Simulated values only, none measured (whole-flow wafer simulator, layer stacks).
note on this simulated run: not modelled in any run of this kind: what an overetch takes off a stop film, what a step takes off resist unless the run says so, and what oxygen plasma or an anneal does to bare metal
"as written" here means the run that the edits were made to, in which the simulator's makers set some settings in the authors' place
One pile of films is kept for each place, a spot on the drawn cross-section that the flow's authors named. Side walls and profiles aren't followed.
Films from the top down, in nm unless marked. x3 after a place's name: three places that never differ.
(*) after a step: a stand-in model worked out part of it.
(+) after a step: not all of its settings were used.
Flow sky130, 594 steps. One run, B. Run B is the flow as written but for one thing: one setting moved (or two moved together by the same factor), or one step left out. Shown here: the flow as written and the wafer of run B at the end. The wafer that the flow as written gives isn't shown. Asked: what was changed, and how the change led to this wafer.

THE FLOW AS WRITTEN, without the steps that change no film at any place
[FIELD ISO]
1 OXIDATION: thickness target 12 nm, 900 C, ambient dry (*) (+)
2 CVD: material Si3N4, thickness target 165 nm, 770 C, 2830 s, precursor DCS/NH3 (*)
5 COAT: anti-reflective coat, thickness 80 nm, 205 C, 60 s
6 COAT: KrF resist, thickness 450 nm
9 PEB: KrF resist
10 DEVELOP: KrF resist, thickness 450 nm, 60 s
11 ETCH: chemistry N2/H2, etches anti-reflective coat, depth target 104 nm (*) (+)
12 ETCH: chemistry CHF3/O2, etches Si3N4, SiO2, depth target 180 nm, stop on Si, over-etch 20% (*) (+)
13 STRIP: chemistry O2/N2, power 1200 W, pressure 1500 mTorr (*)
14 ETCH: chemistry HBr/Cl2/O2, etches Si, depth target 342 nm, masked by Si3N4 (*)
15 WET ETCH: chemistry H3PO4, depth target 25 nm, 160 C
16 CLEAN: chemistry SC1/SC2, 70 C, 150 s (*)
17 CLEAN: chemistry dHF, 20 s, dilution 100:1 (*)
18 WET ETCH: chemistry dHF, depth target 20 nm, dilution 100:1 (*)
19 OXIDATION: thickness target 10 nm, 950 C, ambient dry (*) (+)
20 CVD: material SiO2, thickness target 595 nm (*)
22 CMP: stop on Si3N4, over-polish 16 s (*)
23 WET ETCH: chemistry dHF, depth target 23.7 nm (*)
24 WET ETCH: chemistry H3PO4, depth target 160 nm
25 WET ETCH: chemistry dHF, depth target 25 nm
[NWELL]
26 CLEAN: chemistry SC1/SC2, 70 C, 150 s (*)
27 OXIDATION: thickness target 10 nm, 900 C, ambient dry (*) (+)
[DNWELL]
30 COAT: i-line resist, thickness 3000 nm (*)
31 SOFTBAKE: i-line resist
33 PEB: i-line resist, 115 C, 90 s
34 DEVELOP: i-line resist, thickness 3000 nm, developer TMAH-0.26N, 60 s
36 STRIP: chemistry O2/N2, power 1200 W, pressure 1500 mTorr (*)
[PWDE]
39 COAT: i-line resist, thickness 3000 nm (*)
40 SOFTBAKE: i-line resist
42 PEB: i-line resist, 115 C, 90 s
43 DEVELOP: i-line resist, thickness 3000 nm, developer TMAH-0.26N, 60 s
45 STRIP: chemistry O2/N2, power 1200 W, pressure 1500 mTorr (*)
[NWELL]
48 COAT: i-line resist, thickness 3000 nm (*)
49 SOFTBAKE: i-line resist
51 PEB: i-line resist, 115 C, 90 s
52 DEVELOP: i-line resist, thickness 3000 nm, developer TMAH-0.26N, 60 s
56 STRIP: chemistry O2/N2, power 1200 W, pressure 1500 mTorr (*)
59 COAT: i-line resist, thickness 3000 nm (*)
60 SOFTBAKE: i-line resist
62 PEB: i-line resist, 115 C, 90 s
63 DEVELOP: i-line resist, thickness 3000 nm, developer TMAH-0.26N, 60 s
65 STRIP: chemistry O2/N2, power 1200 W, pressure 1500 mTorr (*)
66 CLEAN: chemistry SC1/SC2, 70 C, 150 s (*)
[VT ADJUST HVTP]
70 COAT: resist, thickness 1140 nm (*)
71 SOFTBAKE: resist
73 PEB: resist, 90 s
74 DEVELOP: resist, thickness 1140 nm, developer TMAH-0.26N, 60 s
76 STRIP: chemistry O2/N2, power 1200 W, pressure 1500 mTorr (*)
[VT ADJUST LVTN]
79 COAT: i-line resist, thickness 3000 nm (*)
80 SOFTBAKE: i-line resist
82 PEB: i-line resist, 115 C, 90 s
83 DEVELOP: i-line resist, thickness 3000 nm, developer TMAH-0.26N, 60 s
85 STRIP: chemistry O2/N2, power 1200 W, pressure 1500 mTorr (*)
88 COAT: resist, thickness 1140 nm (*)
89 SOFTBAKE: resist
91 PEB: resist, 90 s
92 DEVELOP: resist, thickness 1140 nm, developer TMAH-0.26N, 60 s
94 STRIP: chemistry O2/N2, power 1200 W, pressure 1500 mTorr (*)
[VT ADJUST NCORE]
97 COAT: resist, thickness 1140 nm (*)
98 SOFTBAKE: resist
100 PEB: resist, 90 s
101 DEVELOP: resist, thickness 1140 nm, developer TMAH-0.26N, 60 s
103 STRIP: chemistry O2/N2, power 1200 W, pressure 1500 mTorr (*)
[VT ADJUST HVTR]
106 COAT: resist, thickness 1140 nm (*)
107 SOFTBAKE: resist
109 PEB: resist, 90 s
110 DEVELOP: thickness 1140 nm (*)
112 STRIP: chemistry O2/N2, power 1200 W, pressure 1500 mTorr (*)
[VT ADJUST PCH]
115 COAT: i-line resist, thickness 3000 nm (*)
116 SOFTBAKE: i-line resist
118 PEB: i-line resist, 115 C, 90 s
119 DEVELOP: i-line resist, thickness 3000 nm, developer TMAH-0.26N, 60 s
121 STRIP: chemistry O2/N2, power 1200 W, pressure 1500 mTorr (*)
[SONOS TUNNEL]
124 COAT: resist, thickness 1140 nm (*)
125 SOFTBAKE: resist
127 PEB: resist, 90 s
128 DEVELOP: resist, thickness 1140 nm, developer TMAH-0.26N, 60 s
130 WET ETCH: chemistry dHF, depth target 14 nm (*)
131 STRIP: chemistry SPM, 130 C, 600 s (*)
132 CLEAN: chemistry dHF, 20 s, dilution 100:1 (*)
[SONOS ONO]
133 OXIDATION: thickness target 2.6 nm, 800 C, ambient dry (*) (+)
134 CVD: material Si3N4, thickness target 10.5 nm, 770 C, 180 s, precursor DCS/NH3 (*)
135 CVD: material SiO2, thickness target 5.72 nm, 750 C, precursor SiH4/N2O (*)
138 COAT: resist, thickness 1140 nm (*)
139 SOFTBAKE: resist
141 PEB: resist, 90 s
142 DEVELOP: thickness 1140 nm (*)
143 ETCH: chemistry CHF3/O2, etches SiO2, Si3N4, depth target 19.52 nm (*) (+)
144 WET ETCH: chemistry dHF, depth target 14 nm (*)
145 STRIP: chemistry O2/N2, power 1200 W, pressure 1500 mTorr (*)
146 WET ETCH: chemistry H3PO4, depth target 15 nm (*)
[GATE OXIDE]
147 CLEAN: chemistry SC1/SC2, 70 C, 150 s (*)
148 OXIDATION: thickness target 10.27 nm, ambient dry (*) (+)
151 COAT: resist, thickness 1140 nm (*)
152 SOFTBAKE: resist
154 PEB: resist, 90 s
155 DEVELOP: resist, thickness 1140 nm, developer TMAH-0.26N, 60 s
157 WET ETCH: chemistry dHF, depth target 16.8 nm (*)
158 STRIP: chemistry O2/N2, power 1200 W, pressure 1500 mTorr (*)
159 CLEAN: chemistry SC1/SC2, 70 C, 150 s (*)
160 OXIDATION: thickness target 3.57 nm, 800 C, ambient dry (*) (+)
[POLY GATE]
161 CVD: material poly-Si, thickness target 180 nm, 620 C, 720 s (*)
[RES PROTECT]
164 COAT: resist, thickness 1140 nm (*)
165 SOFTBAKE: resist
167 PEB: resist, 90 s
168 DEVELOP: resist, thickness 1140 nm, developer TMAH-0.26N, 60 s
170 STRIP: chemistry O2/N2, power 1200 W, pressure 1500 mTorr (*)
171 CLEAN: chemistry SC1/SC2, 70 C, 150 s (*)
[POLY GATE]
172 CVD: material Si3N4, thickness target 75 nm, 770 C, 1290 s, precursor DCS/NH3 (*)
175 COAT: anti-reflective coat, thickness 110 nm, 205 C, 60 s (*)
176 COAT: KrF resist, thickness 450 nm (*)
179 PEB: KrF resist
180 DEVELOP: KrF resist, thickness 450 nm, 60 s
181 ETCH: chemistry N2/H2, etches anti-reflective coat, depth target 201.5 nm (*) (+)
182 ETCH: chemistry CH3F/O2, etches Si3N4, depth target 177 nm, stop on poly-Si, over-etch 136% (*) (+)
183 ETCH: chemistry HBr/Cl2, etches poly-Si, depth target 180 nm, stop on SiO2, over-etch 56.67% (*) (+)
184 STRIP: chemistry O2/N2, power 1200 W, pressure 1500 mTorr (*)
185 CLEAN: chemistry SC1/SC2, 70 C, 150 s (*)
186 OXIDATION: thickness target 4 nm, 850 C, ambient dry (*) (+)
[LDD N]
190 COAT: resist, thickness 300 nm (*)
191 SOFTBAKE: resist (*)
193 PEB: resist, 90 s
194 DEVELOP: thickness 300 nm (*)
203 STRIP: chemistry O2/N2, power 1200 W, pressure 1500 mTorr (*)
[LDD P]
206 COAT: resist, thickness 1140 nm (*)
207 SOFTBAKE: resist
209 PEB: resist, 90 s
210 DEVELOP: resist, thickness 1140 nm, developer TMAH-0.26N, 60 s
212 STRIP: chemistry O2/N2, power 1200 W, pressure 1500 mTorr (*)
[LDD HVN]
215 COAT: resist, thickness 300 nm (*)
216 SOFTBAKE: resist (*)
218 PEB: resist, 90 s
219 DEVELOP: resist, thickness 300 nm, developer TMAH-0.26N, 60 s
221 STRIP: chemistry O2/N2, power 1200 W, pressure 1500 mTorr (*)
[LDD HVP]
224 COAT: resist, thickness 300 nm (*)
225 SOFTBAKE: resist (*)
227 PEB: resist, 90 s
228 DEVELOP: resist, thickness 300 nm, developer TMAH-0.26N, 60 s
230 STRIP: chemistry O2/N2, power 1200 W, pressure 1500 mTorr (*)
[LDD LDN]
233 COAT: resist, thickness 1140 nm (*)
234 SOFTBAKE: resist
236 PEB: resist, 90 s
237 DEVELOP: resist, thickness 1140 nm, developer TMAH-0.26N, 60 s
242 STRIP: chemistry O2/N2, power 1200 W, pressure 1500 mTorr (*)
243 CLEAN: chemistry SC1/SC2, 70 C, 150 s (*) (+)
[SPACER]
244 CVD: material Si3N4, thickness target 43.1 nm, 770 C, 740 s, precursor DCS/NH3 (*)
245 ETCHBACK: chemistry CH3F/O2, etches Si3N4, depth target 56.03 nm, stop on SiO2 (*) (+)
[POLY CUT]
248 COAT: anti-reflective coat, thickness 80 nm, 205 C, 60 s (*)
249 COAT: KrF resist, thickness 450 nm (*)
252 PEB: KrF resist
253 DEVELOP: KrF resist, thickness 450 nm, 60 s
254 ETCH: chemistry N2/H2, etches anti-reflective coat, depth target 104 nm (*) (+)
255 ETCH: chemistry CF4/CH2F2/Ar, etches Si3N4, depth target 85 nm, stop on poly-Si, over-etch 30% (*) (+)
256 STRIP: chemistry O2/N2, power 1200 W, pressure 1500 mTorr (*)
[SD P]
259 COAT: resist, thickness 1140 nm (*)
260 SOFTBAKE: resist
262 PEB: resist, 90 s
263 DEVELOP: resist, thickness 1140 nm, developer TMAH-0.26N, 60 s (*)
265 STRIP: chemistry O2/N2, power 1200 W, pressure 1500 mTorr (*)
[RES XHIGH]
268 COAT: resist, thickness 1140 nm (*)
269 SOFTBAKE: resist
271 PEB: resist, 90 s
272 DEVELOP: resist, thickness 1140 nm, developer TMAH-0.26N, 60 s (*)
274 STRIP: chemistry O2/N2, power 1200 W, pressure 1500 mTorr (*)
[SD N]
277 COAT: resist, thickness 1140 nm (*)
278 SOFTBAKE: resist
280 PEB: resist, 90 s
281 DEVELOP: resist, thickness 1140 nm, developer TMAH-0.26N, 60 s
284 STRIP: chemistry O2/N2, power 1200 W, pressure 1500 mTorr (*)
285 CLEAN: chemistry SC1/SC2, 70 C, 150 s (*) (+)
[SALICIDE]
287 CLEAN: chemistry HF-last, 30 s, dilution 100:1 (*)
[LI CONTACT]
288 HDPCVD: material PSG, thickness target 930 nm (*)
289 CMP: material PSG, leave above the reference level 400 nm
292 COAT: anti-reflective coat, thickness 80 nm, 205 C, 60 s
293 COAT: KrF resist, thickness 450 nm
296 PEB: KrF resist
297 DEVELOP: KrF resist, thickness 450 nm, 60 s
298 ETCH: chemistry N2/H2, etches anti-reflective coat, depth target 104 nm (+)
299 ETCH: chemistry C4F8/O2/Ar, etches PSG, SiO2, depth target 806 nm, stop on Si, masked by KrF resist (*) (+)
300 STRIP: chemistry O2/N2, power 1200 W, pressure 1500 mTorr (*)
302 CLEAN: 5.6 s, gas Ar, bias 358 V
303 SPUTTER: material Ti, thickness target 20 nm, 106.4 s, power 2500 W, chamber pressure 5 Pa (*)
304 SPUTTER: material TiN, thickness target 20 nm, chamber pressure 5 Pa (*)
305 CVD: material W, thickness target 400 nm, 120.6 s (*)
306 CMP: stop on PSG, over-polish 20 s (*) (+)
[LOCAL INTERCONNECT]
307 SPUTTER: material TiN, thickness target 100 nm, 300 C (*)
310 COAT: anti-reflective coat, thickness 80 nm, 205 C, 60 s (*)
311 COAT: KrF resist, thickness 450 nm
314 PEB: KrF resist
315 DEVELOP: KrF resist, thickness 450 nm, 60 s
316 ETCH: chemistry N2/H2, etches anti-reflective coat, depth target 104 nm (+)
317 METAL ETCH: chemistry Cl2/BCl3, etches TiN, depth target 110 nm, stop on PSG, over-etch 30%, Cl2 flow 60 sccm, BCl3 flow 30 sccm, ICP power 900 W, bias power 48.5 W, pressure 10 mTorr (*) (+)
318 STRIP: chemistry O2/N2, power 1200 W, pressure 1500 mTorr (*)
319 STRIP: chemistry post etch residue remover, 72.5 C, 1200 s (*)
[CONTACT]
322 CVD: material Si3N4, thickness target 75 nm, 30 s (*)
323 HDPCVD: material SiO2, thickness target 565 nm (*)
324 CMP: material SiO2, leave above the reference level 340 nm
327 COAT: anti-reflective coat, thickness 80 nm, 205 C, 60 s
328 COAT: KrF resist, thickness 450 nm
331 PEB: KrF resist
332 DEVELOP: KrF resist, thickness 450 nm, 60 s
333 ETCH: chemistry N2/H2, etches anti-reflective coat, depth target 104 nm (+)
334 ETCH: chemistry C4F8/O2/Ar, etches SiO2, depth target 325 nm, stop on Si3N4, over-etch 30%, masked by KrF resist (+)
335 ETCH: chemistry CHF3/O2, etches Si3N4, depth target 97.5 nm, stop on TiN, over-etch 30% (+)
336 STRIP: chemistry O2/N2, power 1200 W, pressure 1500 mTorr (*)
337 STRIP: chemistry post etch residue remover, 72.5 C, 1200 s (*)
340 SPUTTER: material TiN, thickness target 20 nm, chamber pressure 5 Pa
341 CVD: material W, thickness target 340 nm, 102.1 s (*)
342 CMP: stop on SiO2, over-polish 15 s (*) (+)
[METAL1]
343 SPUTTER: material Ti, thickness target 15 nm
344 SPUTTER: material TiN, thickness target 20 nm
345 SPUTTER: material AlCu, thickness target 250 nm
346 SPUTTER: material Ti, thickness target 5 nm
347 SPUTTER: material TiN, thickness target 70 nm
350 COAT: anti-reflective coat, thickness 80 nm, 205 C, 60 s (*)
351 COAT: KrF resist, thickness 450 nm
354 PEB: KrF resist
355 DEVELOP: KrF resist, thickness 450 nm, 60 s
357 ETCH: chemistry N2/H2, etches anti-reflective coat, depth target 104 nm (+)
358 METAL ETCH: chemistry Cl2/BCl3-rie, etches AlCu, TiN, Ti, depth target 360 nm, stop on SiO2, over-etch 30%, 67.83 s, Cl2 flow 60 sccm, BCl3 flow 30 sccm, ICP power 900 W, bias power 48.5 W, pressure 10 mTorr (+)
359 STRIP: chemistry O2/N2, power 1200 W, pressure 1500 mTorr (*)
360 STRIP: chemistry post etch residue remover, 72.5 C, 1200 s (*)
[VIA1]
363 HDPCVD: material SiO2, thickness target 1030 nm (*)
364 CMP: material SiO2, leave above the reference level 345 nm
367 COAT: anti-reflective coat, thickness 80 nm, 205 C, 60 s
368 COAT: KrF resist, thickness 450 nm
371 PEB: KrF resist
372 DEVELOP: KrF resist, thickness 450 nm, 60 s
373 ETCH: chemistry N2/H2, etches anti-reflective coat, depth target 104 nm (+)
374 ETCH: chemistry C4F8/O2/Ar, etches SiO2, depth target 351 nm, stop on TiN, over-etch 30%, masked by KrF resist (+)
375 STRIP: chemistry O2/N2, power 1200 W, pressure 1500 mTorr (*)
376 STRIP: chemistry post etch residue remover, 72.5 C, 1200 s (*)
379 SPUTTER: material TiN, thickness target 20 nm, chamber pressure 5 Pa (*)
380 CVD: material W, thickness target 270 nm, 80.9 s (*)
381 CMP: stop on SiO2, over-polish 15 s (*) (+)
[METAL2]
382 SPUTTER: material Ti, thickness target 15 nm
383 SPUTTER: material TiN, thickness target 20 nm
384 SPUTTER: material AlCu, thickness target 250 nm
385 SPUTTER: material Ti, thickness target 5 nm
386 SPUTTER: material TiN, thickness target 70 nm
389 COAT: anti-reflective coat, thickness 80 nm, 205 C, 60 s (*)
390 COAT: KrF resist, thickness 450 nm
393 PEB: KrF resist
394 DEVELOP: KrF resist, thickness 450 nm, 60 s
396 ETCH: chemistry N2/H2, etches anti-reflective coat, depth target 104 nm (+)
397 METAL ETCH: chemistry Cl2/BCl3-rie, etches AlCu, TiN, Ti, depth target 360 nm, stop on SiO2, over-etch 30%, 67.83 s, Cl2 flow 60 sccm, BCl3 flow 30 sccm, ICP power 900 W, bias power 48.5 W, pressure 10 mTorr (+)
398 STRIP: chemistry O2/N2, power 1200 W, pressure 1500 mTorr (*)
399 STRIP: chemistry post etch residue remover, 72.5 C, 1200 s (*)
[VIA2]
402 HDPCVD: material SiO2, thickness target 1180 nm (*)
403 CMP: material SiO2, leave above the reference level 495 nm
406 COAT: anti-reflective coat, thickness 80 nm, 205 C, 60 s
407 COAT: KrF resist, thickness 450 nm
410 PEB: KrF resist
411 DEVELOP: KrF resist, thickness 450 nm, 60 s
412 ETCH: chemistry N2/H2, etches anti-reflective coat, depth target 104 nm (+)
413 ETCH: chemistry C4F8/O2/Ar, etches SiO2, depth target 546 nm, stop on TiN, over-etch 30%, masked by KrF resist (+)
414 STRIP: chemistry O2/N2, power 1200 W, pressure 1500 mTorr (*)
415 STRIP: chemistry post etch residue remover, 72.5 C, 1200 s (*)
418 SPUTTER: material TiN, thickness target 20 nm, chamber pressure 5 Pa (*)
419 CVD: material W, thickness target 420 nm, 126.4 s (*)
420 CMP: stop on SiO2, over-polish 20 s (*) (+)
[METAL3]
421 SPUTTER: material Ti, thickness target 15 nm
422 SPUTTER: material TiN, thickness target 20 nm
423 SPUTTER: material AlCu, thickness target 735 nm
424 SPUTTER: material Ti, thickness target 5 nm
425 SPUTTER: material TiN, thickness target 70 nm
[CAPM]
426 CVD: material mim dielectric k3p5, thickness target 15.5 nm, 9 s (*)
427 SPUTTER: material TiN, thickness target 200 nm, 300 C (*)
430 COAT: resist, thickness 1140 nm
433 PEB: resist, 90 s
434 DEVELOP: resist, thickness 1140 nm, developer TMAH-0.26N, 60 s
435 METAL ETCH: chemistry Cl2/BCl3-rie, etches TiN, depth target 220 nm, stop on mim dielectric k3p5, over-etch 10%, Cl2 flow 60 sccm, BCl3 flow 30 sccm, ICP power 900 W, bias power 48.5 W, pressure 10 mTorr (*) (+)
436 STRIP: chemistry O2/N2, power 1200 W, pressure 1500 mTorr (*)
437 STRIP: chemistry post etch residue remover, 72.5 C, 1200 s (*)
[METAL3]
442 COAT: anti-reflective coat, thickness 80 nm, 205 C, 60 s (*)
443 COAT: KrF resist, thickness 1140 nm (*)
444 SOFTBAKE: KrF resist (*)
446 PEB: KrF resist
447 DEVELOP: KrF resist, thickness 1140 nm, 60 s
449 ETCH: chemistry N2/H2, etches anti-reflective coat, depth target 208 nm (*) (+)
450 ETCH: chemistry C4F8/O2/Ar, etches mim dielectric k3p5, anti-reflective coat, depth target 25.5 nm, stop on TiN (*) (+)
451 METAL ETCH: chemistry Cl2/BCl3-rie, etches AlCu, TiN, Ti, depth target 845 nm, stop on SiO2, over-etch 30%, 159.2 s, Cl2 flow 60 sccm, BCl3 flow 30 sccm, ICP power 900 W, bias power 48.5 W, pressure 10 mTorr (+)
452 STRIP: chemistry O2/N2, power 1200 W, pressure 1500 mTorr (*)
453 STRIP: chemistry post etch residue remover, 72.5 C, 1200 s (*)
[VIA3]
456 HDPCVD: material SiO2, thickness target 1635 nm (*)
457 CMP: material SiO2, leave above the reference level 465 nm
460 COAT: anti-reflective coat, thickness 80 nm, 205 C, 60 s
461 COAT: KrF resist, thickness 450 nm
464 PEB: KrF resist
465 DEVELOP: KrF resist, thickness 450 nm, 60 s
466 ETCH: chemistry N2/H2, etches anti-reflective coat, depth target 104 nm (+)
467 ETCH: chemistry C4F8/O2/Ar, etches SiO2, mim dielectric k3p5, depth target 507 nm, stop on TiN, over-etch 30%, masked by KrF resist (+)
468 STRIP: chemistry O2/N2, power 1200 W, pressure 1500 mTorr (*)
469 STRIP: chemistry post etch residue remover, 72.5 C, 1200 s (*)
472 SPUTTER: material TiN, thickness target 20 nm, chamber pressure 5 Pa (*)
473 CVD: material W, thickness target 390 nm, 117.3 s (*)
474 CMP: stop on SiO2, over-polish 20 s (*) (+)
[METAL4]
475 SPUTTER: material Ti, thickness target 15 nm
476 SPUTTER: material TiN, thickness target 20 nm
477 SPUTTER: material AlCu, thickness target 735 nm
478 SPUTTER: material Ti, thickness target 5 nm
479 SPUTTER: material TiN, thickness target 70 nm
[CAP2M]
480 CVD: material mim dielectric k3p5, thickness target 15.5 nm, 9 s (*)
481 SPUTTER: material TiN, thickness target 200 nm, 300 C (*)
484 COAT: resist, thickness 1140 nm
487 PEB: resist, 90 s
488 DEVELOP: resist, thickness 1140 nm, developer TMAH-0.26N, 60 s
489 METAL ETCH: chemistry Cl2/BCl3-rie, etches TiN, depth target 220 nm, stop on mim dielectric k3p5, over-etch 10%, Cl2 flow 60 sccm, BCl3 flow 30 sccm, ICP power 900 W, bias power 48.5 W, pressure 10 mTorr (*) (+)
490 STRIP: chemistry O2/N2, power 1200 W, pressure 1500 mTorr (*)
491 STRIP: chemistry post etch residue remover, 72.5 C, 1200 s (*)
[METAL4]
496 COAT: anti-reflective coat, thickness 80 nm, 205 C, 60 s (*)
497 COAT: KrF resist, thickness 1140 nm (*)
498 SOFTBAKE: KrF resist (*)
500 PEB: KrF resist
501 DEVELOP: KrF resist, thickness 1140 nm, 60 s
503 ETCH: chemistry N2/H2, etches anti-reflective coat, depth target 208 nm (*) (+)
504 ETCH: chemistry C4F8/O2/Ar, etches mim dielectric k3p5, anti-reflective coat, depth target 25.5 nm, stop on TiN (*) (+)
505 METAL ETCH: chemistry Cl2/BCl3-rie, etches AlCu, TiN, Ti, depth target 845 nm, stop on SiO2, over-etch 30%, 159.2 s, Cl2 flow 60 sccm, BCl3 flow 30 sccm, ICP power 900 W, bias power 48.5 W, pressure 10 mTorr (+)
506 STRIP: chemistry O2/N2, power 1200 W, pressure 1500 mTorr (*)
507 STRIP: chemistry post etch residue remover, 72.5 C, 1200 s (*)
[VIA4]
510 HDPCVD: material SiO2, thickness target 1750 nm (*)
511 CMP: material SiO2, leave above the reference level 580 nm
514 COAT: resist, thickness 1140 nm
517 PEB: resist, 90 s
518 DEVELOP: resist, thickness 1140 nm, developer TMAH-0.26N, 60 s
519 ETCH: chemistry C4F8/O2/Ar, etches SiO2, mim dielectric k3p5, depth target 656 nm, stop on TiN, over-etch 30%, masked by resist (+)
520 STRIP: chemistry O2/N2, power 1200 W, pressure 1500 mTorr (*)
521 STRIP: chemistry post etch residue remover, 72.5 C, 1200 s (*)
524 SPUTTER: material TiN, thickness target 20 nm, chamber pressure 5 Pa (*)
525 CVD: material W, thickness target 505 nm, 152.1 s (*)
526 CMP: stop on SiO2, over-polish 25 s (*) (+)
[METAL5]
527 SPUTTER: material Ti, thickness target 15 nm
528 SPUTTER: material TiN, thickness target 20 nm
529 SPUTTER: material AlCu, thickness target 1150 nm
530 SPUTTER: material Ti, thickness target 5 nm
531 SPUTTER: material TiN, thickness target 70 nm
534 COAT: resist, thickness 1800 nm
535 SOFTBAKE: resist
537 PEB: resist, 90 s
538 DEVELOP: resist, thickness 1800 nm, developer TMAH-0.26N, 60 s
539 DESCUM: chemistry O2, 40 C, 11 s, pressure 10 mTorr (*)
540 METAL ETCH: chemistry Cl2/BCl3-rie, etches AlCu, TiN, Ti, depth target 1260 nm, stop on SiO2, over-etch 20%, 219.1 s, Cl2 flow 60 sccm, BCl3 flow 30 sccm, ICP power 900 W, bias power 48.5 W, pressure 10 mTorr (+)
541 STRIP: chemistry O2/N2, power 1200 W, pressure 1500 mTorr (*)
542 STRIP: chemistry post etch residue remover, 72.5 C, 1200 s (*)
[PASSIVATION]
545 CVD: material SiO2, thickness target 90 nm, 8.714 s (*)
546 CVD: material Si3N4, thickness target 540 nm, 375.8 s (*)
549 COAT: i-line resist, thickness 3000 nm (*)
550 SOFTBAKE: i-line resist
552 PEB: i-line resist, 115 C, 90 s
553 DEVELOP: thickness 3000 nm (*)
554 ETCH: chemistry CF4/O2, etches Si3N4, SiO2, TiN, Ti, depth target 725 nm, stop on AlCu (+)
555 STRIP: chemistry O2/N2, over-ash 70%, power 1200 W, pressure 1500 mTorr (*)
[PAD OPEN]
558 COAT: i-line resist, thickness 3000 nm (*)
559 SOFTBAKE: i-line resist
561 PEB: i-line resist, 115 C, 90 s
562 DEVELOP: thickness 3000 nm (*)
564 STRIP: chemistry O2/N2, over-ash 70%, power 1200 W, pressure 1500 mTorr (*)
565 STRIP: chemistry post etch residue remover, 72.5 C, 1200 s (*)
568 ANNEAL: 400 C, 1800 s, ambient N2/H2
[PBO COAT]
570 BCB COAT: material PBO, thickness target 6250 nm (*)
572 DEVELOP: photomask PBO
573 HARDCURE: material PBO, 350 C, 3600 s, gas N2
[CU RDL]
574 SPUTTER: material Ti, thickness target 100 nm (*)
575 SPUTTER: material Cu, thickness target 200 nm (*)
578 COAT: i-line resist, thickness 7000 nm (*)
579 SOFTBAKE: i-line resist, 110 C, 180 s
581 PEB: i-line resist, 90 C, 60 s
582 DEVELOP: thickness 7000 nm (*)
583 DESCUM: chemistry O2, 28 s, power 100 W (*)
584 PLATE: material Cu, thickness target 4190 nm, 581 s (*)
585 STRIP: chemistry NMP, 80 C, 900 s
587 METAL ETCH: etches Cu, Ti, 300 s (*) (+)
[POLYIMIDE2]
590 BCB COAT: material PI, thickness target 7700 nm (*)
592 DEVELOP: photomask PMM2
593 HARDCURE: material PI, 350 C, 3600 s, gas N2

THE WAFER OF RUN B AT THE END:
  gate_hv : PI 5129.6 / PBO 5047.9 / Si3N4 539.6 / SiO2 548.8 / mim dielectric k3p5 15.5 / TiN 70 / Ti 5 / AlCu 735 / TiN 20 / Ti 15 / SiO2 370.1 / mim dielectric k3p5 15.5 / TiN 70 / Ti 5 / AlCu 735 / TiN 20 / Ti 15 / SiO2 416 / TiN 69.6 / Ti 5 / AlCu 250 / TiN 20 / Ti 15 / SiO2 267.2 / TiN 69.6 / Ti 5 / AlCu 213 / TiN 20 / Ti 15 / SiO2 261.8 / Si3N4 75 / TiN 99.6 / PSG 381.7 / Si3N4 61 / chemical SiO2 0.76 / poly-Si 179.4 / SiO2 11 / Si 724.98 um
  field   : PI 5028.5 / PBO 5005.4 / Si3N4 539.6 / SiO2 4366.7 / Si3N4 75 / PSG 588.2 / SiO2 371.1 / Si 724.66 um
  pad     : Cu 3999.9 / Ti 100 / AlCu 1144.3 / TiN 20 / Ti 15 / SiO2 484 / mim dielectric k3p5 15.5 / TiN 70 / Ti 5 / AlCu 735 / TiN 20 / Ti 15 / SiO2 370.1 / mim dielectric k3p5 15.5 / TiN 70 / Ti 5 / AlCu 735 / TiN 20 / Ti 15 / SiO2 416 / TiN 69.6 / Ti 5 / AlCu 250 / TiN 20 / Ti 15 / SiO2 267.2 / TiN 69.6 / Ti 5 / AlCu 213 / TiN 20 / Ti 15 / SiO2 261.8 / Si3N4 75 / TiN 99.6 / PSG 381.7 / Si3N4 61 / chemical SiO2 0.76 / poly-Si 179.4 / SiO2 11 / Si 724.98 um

The cause: step 345, SPUTTER: thickness target 213 nm was run, where the flow has thickness target 250 nm.
It can be read off the wafer: gate_hv has AlCu 213, and step 345 as written asks for 250 nm.

How the change led to this, step by step:
  345 SPUTTER: material AlCu, thickness target 250 nm
      field, active, n_well and 188 more: AlCu +213 (new film) (as written it would be: AlCu +250 (new film))
  358 METAL ETCH: chemistry Cl2/BCl3-rie, etches AlCu, TiN, Ti, depth target 360 nm, stop on SiO2, over-etch 30%, 67.83 s, Cl2 flow 60 sccm, BCl3 flow 30 sccm, ICP power 900 W, bias power 48.5 W, pressure 10 mTorr (+)
      field, active, gate and 81 more: TiN -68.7 (all of it), Ti -5 (all of it), AlCu -213 (all of it), TiN -20 (all of it), Ti -15 (all of it), SiO2 -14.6 (as written it would be: TiN -68.7 (all of it), Ti -5 (all of it), AlCu -250 (all of it), TiN -20 (all of it), Ti -15 (all of it), SiO2 -10.9)
  364 CMP: material SiO2, leave above the reference level 345 nm
      field, active, gate and 81 more: SiO2 -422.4 (as written it would be: SiO2 -389.1)
